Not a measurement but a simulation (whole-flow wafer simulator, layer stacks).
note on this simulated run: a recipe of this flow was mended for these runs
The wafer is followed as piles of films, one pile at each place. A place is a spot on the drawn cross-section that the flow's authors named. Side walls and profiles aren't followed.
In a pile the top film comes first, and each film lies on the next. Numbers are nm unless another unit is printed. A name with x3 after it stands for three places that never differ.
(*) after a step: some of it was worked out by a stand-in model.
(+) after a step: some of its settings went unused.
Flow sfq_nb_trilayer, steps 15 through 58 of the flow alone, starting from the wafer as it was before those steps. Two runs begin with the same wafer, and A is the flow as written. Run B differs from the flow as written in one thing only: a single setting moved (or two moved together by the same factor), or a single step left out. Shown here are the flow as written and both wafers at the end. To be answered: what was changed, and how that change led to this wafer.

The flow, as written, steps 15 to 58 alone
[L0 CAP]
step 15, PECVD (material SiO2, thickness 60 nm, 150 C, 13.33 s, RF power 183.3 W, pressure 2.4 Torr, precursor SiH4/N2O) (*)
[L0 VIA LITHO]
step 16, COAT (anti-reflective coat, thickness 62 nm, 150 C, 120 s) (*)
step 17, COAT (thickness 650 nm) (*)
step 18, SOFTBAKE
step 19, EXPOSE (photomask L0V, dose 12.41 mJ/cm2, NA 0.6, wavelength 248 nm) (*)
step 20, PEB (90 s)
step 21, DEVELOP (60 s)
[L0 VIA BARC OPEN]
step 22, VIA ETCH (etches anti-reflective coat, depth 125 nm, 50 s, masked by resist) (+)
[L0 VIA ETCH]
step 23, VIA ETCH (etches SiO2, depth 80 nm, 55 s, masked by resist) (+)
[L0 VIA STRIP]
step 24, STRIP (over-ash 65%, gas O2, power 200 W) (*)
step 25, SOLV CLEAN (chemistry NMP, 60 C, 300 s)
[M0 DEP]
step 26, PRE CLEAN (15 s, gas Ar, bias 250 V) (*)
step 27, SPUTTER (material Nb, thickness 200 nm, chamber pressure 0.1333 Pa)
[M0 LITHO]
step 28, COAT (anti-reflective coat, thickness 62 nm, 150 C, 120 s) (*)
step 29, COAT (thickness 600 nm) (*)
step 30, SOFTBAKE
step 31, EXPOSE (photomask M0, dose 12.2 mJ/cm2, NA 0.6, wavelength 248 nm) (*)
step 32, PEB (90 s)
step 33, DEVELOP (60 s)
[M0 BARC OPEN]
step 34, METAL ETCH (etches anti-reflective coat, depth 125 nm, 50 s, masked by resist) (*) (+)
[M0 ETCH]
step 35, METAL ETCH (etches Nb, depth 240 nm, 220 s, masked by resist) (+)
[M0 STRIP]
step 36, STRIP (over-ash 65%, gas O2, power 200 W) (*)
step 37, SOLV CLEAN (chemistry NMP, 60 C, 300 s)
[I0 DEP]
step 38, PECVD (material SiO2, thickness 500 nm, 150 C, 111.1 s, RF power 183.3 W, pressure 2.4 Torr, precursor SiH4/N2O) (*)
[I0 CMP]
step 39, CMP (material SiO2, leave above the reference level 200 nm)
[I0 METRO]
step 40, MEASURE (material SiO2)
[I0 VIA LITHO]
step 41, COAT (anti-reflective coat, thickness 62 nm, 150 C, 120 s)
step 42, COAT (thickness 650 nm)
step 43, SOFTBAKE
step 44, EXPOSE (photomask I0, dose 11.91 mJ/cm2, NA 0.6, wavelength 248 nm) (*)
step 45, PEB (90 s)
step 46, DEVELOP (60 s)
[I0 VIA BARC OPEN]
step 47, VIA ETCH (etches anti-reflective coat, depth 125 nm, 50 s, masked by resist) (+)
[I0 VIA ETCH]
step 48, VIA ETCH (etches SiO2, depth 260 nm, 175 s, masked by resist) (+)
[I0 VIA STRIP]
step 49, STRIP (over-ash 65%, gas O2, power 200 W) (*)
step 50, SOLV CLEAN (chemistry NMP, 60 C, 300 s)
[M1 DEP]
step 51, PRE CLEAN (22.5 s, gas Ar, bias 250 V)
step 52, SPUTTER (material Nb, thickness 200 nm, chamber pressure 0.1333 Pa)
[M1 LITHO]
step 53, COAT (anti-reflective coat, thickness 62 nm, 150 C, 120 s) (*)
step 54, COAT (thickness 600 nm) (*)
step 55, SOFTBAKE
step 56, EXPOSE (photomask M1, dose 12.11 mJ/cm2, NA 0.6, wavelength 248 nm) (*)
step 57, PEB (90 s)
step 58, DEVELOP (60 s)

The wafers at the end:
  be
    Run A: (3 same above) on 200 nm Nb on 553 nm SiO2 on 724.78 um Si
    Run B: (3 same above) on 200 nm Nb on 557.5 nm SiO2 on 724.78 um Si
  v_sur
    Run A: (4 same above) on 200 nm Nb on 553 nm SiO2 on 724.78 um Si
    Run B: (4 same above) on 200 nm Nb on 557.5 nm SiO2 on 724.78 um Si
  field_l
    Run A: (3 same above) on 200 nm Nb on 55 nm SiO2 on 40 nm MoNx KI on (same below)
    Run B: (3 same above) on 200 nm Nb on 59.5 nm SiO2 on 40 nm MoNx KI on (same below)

Cause: step 15, PECVD: RF power 212.6 W was run, though the flow has RF power 183.3 W.

How this came from the change, step by step:
  step 15, PECVD (material SiO2, thickness 60 nm, 150 C, 13.33 s, RF power 183.3 W, pressure 2.4 Torr, precursor SiH4/N2O) (*)
      v_sur, via_wl, via_w and 97 more: A +60 SiO2 | B +64.5 SiO2
      field_l, l0_sur, l0v, l0r_line_l, l0r_line_c, l0r_line_r: A +60 SiO2 (new film) | B +64.5 SiO2 (new film)
  step 23, VIA ETCH (etches SiO2, depth 80 nm, 55 s, masked by resist) (+)
      l0v: A -59.7 SiO2 (all of it), -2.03 MoNx KI | B -64.1 SiO2 (all of it), -1.59 MoNx KI
  step 28, COAT (anti-reflective coat, thickness 62 nm, 150 C, 120 s) (*)
      l0_sur: A +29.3 anti-reflective coat (new film) | B +27.9 anti-reflective coat (new film)
  step 36, STRIP (over-ash 65%, gas O2, power 200 W) (*)
      l0_sur: A -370 KrF-resist-other-grade (all of it), -29.3 anti-reflective coat (all of it) | B -370.7 KrF-resist-other-grade (all of it), -27.9 anti-reflective coat (all of it)
